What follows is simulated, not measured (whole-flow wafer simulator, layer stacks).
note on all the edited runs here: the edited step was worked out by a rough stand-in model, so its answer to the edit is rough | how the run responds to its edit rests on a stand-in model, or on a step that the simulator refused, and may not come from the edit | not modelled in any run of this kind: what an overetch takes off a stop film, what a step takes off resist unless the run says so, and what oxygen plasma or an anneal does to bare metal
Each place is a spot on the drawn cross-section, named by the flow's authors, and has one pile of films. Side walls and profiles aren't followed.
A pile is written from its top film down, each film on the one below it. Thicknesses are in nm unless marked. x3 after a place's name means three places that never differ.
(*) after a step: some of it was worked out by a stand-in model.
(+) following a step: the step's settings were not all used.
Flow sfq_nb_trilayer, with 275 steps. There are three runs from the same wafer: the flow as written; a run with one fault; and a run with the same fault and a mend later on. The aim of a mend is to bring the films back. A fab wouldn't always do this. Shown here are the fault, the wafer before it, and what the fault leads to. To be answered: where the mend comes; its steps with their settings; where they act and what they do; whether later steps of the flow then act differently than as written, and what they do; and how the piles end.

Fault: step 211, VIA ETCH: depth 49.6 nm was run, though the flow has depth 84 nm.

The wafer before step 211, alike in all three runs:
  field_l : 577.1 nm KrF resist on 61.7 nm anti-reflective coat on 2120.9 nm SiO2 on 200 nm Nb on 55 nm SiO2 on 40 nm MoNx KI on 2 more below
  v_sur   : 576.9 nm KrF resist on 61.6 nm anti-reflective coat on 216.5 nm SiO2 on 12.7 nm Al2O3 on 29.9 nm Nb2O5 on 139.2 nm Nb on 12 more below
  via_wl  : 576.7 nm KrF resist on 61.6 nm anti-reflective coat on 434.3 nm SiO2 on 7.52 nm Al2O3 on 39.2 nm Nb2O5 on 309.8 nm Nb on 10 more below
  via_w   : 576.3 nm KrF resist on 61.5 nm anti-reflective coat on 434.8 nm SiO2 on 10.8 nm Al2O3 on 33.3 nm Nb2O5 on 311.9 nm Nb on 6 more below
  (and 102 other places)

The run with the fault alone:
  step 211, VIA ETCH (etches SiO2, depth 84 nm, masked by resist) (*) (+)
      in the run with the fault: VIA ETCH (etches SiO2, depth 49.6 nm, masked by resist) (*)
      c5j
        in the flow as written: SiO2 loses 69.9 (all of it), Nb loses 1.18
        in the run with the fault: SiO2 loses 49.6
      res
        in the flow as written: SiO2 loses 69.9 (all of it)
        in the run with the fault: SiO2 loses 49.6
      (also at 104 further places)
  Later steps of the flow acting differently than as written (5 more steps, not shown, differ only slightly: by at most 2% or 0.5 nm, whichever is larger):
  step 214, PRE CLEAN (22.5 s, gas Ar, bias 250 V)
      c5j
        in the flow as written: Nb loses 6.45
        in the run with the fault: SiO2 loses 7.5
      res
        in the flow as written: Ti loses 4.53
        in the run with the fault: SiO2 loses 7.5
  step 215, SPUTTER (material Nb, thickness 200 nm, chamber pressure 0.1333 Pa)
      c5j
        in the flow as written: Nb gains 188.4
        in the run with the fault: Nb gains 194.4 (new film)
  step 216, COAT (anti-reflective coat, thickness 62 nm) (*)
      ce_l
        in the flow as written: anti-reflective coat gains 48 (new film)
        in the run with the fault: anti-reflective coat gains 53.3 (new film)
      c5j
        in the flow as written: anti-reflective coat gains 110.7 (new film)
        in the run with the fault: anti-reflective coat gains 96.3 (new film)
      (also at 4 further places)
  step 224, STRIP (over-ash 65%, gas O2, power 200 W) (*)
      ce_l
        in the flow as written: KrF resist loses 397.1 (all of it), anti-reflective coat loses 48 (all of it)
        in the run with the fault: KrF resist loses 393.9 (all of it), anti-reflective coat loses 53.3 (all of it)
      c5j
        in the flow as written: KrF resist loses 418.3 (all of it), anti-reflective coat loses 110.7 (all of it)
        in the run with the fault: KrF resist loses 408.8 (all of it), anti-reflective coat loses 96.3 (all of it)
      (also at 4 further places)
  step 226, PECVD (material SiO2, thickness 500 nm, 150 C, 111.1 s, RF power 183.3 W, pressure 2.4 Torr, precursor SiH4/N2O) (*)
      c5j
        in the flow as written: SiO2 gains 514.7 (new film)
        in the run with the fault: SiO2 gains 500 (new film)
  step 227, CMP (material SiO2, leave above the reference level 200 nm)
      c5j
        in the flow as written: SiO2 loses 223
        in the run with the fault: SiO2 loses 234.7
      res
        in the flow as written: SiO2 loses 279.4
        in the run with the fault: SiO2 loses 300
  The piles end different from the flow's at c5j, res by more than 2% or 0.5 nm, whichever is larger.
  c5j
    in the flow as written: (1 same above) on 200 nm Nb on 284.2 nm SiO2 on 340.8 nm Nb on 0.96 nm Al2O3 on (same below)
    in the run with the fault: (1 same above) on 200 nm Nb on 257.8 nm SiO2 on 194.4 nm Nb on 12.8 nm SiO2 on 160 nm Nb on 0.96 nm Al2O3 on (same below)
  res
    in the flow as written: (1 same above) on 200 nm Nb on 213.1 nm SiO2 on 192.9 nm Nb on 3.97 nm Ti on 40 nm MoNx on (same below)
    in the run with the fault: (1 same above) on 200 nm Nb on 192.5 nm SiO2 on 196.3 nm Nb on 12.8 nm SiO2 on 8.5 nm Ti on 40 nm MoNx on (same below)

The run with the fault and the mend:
  The mend follows step 212.
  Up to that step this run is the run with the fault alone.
  step 212a, COAT (anti-reflective coat, thickness 62 nm) (*) (the flow's step 204 again)
      field_r, ln_m5, lsp_m and 64 more
        anti-reflective coat gains 62 (new film)
      ln_m6, lsp_r, l0_sur, l0v, wl_a_sl, wl_a_m6, wl_a_sr, wl_g_sr
        anti-reflective coat gains 61.9 (new film)
      v_sur, via_wl
        anti-reflective coat gains 61.5 (new film)
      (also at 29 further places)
  step 212b, COAT (KrF resist, thickness 650 nm) (*) (the flow's step 205 again)
      l0v, p4_fl x3, p4_w1 x9 and 35 more
        KrF resist gains 650 (new film)
      wl_b_m5, wl_b_sr, wl_c_sl and 12 more
        KrF resist gains 649.9 (new film)
      lsp_r, wl_j_sl, wl_j_sr
        KrF resist gains 650.2 (new film)
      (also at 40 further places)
  step 212c, SOFTBAKE (KrF resist) (the flow's step 206 again)
      leaves every film unchanged at each place that is followed
  step 212d, EXPOSE (photomask C5, dose 11.94 mJ/cm2, NA 0.6, wavelength 248 nm) (*) (the flow's step 207 again)
      leaves every film unchanged at each place that is followed
  step 212e, PEB (KrF resist, 90 s) (the flow's step 208 again)
      field_l, sp_r, moat and 79 more
        KrF resist loses 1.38
      v_sur, via_wl, via_w, via_wr, via_sp, be_sur, jj_sur, res
        KrF resist loses 1.37
      r5r_line_l, r5r_line_c, r5r_line_r
        KrF resist loses 1.34
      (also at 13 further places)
  step 212f, DEVELOP (KrF resist, thickness 650 nm, 60 s) (the flow's step 209 again)
      field_l, v_sur, via_wl and 101 more
        KrF resist loses 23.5
      c5j
        KrF resist loses 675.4 (all of it)
      res
        KrF resist loses 643.4 (all of it)
  step 212g, VIA ETCH (etches anti-reflective coat, depth 125 nm, masked by resist) (*) (+) (the flow's step 210 again)
      field_l, v_sur, via_wl and 101 more
        KrF resist loses 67
      c5j
        anti-reflective coat loses 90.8 (all of it), SiO2 loses 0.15
      res
        anti-reflective coat loses 80.4 (all of it), SiO2 loses 0.2
  step 212h, VIA ETCH (etches SiO2, depth 34.4 nm, masked by resist) (*) (+) (the flow's step 211 again, with other settings)
      field_l, v_sur, via_wl and 101 more
        KrF resist loses 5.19
      c5j
        SiO2 loses 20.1 (all of it), Nb loses 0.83
      res
        SiO2 loses 20.1 (all of it)
  step 212i, STRIP (over-ash 65%, gas O2, power 200 W) (*) (the flow's step 212 again)
      p4_fl x3, p4_w1 x9, p4_g1 x2 and 33 more
        KrF resist loses 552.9 (all of it), anti-reflective coat loses 62 (all of it)
      wl_b_sl, wl_b_m5, wl_b_sr and 14 more
        KrF resist loses 552.8 (all of it), anti-reflective coat loses 62 (all of it)
      wl_j_sl, wl_j_sr
        KrF resist loses 553.1 (all of it), anti-reflective coat loses 60.2 (all of it)
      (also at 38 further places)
  None of the later steps of the flow differs from how it acts as written, at any place that is followed, by more than 2% or 0.5 nm, whichever is larger.
  At the end the piles are close to the flow's at the places that both follow, differing by at most 2% or 0.5 nm, whichever is larger.
